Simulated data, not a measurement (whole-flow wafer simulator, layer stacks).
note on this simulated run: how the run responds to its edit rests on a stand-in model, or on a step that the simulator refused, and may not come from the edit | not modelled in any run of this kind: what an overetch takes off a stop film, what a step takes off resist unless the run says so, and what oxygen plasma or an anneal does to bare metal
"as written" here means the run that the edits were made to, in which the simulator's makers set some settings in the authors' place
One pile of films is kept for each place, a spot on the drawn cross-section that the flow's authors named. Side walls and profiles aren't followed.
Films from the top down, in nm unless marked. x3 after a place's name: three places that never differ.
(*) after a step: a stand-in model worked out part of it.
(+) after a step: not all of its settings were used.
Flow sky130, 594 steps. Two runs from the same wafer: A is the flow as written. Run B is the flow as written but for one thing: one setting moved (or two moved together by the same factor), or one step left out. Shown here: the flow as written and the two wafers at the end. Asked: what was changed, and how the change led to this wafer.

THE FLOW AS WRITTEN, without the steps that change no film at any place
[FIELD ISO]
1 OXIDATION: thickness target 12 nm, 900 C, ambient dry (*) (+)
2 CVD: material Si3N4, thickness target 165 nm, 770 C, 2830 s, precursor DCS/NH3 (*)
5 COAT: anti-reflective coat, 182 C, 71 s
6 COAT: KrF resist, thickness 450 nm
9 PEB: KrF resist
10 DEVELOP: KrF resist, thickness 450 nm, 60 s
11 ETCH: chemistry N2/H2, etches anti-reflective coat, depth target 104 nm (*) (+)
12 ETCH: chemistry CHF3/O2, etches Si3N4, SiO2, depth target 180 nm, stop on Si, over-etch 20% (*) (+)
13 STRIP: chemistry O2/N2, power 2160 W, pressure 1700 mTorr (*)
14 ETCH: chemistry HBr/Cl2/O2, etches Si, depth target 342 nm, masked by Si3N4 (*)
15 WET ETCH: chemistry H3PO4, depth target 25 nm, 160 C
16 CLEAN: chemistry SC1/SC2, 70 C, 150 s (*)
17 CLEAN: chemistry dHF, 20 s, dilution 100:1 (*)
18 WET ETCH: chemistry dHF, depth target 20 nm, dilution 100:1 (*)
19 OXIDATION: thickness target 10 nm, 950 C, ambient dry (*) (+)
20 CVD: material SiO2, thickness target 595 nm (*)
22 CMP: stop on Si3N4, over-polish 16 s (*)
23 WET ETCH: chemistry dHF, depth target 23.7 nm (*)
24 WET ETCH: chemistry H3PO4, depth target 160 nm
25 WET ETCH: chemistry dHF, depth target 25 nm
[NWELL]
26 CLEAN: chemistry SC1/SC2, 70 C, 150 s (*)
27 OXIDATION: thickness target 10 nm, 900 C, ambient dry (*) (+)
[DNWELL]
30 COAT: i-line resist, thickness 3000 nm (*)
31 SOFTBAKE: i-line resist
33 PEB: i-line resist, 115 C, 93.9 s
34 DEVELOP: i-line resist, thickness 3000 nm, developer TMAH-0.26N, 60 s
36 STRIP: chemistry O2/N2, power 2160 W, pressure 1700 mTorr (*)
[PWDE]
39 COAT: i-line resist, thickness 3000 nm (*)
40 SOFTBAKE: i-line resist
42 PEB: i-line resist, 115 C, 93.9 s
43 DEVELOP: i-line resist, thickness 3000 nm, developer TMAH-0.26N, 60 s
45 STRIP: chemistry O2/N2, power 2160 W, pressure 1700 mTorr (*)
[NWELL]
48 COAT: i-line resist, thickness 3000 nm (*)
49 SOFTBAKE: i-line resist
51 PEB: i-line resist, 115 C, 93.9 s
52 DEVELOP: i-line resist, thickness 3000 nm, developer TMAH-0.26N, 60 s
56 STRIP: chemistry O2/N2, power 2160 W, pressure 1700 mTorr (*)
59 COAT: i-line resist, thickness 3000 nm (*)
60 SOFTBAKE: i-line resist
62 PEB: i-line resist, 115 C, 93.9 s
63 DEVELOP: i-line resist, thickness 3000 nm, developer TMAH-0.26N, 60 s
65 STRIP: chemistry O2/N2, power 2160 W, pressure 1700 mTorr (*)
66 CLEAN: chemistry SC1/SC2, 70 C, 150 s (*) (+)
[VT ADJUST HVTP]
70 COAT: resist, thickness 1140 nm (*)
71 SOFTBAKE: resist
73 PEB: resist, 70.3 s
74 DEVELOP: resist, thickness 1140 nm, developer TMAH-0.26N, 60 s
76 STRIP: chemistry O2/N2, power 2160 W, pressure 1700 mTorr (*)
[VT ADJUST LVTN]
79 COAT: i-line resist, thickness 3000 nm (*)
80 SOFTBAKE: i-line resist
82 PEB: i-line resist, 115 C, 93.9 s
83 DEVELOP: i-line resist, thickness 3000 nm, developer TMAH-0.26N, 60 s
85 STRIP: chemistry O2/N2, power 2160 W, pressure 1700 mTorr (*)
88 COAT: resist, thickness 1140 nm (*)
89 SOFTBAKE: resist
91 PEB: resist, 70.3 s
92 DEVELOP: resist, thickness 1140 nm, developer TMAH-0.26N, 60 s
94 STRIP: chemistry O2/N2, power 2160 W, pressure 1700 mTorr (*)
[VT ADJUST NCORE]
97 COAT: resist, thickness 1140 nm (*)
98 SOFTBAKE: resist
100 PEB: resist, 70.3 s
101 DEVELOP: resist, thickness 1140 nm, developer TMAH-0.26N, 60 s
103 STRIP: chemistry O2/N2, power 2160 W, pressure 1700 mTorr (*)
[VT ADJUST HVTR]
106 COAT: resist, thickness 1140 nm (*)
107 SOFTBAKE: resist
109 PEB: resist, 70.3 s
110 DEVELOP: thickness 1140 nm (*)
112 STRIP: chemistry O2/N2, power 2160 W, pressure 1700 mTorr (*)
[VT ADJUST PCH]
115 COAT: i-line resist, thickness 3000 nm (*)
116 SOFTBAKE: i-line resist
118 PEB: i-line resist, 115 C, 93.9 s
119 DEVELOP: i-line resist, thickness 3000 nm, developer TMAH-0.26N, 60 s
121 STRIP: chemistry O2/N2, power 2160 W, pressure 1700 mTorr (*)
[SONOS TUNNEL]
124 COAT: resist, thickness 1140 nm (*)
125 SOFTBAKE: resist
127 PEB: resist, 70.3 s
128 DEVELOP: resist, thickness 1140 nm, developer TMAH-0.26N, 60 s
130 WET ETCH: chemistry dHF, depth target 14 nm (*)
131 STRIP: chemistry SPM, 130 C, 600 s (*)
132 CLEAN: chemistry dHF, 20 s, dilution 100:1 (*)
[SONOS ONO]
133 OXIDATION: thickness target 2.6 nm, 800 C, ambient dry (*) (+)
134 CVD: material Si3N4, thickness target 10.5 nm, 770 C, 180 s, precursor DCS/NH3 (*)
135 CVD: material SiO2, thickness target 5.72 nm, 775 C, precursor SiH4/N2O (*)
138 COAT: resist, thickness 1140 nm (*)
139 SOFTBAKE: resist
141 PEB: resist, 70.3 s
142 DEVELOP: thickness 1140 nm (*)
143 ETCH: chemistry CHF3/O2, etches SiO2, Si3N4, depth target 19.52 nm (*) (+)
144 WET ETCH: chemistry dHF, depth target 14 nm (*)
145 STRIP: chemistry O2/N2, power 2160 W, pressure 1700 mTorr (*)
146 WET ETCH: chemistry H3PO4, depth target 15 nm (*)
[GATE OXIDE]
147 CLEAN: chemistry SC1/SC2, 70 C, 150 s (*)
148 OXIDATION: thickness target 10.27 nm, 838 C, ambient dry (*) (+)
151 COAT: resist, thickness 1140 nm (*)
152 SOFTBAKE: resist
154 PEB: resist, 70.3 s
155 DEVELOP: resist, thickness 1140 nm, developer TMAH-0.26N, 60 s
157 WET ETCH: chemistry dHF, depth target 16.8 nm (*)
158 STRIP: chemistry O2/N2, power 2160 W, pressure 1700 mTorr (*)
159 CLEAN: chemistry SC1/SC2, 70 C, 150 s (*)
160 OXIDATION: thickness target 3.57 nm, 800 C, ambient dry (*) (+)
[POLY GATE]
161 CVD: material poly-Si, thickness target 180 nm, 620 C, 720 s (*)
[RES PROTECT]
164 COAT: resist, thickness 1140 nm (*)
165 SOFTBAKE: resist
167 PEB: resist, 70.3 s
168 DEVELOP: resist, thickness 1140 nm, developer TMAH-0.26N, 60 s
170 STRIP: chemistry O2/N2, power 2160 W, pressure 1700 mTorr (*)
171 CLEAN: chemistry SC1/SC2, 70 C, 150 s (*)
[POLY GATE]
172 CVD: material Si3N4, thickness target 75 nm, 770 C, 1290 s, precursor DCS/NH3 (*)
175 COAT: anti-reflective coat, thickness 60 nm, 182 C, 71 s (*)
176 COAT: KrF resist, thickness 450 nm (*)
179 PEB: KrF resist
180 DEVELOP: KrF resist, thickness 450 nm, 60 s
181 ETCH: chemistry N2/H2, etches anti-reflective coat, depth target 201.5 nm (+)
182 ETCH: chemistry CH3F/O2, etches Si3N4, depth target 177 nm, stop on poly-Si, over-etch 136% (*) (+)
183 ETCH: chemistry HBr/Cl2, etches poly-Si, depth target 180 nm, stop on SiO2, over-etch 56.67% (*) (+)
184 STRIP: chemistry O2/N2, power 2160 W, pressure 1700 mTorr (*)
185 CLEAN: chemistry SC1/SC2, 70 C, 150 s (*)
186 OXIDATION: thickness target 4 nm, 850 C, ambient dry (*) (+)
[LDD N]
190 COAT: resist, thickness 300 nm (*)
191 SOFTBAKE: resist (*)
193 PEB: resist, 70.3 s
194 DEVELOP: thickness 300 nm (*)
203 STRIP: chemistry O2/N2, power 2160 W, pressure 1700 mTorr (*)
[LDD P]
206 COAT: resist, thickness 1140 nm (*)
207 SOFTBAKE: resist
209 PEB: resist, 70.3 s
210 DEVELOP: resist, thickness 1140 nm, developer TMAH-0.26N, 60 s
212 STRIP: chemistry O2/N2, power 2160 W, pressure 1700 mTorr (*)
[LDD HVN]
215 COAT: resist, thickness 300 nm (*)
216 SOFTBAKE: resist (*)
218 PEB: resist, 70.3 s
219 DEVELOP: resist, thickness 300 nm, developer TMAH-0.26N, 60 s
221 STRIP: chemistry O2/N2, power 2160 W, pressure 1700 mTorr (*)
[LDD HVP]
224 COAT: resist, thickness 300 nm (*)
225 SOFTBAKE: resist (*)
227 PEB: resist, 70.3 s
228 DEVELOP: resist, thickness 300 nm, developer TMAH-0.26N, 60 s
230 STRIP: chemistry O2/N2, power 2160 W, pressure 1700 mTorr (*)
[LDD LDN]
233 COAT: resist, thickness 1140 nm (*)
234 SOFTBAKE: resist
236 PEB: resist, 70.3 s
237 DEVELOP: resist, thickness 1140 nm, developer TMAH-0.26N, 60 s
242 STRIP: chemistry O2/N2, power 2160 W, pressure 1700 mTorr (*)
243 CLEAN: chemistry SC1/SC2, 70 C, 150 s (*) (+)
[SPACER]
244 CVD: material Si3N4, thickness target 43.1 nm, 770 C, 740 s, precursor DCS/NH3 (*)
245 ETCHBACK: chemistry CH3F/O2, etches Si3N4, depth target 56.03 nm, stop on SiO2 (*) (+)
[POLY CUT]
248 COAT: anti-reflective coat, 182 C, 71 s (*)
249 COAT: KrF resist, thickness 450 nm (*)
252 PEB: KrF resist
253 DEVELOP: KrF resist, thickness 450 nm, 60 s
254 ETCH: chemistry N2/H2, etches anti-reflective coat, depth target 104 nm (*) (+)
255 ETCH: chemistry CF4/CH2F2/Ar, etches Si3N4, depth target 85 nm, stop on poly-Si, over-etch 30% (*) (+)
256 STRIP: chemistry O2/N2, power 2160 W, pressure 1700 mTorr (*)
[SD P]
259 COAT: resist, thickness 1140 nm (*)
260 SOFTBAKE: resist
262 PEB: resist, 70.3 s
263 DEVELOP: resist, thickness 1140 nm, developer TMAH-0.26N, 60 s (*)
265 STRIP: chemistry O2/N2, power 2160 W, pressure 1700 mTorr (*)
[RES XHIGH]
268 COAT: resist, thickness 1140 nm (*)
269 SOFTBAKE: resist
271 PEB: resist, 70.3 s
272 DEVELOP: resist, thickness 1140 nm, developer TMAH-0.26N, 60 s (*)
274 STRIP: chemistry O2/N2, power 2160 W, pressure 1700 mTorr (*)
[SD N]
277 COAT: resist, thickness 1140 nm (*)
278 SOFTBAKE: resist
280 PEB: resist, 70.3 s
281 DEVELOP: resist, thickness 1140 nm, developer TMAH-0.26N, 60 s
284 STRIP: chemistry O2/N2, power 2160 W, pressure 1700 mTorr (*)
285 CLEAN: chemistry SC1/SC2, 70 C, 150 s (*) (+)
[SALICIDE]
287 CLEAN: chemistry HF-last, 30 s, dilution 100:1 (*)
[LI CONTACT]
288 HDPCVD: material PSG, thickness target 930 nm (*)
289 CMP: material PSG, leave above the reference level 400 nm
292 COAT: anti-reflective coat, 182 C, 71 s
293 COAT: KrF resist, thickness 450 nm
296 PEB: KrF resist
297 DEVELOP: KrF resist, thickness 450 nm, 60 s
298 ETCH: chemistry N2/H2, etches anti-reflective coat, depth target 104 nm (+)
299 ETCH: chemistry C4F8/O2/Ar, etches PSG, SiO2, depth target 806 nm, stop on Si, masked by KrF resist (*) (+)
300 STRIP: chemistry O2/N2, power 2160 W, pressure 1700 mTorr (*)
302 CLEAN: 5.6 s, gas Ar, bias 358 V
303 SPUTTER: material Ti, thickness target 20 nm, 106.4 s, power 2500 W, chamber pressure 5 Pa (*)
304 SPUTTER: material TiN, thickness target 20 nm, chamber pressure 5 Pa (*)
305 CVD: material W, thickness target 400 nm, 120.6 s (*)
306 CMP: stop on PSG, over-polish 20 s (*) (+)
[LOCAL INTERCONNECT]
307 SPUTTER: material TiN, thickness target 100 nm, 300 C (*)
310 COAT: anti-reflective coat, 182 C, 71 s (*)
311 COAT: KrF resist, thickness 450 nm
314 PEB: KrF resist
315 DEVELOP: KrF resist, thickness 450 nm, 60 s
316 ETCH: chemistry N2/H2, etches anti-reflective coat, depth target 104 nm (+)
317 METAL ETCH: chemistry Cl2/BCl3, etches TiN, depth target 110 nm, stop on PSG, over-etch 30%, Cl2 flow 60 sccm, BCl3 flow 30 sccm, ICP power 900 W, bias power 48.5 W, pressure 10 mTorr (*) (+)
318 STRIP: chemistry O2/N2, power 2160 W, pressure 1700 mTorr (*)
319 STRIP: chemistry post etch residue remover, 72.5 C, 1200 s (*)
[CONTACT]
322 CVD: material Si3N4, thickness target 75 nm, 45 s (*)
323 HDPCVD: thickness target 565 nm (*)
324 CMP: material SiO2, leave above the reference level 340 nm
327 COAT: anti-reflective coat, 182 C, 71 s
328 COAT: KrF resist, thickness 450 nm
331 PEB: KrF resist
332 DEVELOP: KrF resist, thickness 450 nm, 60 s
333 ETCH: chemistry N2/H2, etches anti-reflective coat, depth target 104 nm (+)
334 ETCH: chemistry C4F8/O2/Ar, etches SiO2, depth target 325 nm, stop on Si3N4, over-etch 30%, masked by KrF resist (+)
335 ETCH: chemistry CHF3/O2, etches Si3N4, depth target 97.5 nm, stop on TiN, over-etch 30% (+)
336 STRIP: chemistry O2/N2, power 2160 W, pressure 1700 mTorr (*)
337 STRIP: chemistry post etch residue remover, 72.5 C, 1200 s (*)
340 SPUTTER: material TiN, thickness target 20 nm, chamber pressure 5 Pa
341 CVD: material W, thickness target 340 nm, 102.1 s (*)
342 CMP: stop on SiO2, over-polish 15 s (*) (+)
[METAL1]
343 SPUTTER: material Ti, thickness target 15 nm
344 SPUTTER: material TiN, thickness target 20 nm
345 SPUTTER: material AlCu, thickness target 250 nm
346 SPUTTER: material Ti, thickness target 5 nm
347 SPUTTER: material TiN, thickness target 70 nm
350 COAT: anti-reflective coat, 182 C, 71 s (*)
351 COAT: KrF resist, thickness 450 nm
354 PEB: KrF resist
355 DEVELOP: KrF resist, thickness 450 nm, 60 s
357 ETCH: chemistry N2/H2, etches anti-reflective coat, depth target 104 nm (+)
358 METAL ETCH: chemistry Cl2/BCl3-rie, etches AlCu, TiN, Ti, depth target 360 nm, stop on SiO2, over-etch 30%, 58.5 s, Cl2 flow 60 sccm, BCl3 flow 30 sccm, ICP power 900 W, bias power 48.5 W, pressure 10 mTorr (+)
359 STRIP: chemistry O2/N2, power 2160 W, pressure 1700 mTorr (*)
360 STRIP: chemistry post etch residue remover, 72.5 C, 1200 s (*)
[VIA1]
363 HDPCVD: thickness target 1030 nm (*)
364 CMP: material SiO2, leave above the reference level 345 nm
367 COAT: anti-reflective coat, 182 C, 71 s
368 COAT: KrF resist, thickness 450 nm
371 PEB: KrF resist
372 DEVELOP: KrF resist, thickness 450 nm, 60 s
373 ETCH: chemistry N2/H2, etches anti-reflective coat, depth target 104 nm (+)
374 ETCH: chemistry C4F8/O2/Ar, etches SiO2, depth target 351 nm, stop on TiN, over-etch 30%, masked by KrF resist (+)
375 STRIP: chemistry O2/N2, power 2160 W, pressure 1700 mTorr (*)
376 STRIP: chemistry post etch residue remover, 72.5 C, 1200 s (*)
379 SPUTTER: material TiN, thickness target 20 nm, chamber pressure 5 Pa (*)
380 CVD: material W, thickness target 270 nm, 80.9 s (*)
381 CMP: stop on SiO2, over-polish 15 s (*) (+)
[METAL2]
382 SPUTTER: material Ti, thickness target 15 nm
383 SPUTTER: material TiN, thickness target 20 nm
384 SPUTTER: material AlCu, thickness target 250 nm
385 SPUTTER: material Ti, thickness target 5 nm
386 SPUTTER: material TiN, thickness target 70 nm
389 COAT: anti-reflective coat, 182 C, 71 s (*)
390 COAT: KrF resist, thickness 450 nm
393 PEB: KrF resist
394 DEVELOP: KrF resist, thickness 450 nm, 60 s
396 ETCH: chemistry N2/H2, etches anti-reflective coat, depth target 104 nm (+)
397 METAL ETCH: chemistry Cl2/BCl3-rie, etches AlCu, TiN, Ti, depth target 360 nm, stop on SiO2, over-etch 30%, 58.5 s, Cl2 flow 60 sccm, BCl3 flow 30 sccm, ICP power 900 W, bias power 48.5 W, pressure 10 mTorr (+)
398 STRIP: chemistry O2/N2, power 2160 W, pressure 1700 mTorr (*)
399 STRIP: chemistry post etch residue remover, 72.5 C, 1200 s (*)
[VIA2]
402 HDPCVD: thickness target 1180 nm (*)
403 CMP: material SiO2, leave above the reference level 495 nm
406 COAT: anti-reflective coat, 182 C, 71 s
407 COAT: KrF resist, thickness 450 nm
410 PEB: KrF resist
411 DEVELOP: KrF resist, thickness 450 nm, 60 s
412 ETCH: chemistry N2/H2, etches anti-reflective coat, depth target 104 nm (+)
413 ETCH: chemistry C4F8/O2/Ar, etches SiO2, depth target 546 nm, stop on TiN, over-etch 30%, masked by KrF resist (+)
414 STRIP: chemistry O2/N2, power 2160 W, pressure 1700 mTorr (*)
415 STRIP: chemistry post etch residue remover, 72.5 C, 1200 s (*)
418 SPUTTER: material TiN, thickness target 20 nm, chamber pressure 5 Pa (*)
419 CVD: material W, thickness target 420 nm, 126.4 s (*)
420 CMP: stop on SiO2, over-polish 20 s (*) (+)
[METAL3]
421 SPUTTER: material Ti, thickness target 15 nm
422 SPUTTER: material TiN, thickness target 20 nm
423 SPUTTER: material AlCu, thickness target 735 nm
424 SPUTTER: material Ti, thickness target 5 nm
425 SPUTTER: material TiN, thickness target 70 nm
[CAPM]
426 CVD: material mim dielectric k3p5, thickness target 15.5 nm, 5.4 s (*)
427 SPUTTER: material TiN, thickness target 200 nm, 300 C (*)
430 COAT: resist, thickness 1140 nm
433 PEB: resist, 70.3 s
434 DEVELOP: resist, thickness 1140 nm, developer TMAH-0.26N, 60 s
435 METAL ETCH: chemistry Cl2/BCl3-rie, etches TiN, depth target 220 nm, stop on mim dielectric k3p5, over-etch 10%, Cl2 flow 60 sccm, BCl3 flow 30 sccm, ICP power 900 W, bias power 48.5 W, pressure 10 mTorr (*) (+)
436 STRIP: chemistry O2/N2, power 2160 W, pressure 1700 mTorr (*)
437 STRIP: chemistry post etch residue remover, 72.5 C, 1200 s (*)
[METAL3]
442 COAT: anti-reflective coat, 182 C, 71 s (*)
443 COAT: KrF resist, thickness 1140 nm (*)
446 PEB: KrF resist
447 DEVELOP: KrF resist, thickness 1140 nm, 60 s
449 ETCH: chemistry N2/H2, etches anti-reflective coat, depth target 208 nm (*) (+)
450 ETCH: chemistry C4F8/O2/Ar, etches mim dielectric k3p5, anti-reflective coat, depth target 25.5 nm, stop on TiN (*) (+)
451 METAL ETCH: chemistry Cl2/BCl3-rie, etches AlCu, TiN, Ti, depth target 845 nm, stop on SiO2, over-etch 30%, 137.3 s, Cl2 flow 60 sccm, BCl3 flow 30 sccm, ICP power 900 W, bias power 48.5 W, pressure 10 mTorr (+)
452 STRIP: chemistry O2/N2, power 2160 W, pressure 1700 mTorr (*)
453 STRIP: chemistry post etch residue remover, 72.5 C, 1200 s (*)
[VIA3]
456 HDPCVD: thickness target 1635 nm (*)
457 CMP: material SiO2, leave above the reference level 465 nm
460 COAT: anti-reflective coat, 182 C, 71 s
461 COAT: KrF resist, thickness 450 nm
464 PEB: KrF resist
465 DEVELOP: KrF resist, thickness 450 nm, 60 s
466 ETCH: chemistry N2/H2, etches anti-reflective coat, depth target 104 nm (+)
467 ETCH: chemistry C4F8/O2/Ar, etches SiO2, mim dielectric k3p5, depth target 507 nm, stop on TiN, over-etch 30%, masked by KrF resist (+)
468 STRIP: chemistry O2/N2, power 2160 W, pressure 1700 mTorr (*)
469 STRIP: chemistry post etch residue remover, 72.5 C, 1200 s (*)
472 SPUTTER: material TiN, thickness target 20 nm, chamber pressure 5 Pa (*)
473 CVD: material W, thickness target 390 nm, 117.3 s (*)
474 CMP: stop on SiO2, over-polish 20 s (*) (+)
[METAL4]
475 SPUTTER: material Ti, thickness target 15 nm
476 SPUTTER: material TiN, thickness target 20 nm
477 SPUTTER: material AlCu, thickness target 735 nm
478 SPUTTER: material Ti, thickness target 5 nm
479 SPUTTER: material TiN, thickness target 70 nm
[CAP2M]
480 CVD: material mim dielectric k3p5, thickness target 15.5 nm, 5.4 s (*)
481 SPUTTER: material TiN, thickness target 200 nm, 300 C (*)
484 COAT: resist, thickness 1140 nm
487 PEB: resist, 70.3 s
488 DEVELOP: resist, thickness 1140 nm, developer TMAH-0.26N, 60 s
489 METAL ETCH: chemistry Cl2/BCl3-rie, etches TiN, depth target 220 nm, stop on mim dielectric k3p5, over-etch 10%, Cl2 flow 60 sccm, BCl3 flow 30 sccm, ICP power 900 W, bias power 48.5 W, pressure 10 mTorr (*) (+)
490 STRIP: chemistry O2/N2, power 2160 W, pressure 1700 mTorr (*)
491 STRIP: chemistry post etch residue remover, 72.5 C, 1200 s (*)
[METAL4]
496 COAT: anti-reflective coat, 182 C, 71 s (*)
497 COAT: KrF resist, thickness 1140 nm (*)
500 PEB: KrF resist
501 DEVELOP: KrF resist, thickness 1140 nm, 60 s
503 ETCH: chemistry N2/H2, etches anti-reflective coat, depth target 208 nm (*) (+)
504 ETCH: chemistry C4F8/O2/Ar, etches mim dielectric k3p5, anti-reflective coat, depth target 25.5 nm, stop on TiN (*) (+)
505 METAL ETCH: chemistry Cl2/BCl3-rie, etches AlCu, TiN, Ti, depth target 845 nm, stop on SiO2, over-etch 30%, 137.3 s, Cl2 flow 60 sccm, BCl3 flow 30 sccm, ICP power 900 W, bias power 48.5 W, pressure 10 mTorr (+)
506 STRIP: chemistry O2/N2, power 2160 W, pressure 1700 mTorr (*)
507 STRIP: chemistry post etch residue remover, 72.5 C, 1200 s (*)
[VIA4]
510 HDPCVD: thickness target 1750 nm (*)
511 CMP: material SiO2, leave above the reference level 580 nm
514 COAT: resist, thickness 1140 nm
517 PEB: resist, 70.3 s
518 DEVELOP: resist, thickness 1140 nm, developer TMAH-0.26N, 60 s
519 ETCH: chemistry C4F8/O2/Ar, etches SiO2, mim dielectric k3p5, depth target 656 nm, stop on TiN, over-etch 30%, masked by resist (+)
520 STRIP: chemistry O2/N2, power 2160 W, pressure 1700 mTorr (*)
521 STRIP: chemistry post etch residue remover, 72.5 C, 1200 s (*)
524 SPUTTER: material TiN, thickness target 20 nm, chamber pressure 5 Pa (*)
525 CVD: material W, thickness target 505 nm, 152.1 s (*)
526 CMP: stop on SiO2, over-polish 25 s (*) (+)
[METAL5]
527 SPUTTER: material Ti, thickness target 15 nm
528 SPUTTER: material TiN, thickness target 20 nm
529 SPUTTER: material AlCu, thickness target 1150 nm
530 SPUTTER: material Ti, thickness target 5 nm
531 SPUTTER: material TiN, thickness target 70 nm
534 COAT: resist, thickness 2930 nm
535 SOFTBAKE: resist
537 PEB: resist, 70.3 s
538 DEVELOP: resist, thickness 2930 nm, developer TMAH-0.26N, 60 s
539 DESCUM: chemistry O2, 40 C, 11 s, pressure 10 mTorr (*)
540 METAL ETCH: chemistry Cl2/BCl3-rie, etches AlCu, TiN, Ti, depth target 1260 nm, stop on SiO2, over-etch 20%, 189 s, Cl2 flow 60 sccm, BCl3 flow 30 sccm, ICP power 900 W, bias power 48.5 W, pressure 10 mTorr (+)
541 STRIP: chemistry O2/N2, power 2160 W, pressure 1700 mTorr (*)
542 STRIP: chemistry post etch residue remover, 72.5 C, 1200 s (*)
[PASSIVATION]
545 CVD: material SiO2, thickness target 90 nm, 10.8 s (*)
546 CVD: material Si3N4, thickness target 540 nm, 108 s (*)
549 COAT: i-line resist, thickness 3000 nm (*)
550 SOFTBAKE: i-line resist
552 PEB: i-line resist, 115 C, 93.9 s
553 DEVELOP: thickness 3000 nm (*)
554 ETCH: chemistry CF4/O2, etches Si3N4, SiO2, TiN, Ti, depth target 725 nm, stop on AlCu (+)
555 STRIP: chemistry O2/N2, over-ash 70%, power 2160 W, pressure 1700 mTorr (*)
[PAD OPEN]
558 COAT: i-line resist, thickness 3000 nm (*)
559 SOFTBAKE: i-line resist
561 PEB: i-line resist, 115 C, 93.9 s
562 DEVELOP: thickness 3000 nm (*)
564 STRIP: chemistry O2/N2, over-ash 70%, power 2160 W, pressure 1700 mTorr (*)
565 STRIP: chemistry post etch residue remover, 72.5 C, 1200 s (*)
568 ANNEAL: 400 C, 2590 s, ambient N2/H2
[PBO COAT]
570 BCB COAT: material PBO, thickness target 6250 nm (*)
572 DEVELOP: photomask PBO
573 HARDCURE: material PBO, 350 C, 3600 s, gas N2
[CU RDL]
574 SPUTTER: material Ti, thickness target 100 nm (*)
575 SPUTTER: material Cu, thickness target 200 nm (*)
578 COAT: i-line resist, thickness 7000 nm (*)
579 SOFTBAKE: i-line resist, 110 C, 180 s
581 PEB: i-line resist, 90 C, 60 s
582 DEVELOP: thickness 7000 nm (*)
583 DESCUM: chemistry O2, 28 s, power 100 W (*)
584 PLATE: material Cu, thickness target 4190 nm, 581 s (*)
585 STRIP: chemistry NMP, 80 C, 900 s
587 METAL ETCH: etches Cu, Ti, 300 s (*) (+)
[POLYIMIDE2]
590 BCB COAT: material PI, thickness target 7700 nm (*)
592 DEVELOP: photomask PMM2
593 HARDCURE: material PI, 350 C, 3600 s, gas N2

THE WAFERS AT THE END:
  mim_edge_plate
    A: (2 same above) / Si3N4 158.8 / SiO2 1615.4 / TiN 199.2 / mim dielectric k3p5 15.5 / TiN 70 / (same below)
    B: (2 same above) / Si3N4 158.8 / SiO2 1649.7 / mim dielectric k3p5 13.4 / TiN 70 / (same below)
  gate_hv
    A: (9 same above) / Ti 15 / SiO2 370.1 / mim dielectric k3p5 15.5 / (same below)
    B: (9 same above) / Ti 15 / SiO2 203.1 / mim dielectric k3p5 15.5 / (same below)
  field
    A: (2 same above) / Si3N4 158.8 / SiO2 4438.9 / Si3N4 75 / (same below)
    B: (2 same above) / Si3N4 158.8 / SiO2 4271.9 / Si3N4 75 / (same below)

The cause: step 457, CMP: leave above the reference level 298 nm was run, where the flow has leave above the reference level 465 nm.

How the change led to this, step by step:
  457 CMP: material SiO2, leave above the reference level 465 nm
      n_well, p_well, gate_hv and 99 more: A SiO2 -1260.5 | B SiO2 -1427.5
      field, active, gate and 82 more: A SiO2 -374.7 | B SiO2 -541.7
      (and at 5 more places)
  467 ETCH: chemistry C4F8/O2/Ar, etches SiO2, mim dielectric k3p5, depth target 507 nm, stop on TiN, over-etch 30%, masked by KrF resist (+)
      field, active, n_well and 187 more: A KrF resist -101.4 | B KrF resist -58
      m1: A SiO2 -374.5 (all of it), mim dielectric k3p5 -15.5 (all of it) | B SiO2 -207.5 (all of it), mim dielectric k3p5 -15.5 (all of it)
      (and at 1 more place)
  468 STRIP: chemistry O2/N2, power 2160 W, pressure 1700 mTorr (*)
      field, active, n_well and 187 more: A KrF resist -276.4 (all of it), anti-reflective coat -80 (all of it) | B KrF resist -319.8 (all of it), anti-reflective coat -80 (all of it)
  472 SPUTTER: material TiN, thickness target 20 nm, chamber pressure 5 Pa (*)
      m1, via3_hole: A TiN +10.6 | B TiN +13.1
  473 CVD: material W, thickness target 390 nm, 117.3 s (*)
      m1: A W +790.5 (new film) | B W +620.9 (new film)
      via3_hole: A W +789.9 (new film) | B W +620.3 (new film)
  505 METAL ETCH: chemistry Cl2/BCl3-rie, etches AlCu, TiN, Ti, depth target 845 nm, stop on SiO2, over-etch 30%, 137.3 s, Cl2 flow 60 sccm, BCl3 flow 30 sccm, ICP power 900 W, bias power 48.5 W, pressure 10 mTorr (+)
      mim_edge_plate: A TiN -70 (all of it), Ti -5 (all of it), AlCu -735 (all of it), TiN -20 (all of it), Ti -15 (all of it), SiO2 -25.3 | B TiN -70 (all of it), Ti -5 (all of it), AlCu -735 (all of it), TiN -20 (all of it), Ti -15 (all of it), SiO2 -3.94 (all of it), TiN -199.2 (all of it), mim dielectric k3p5 -2.13
  510 HDPCVD: thickness target 1750 nm (*)
      mim_edge_plate: A SiO2 +1750 | B SiO2 +1750 (new film)
  511 CMP: material SiO2, leave above the reference level 580 nm
      mim_edge_plate: A SiO2 -374.7 | B SiO2 -194.8
Counting metal films that touch as one body, mim_edge_plate has 1 body; the flow as written gives 2 bodies (between them, from the top down: mim dielectric k3p5 15.5).
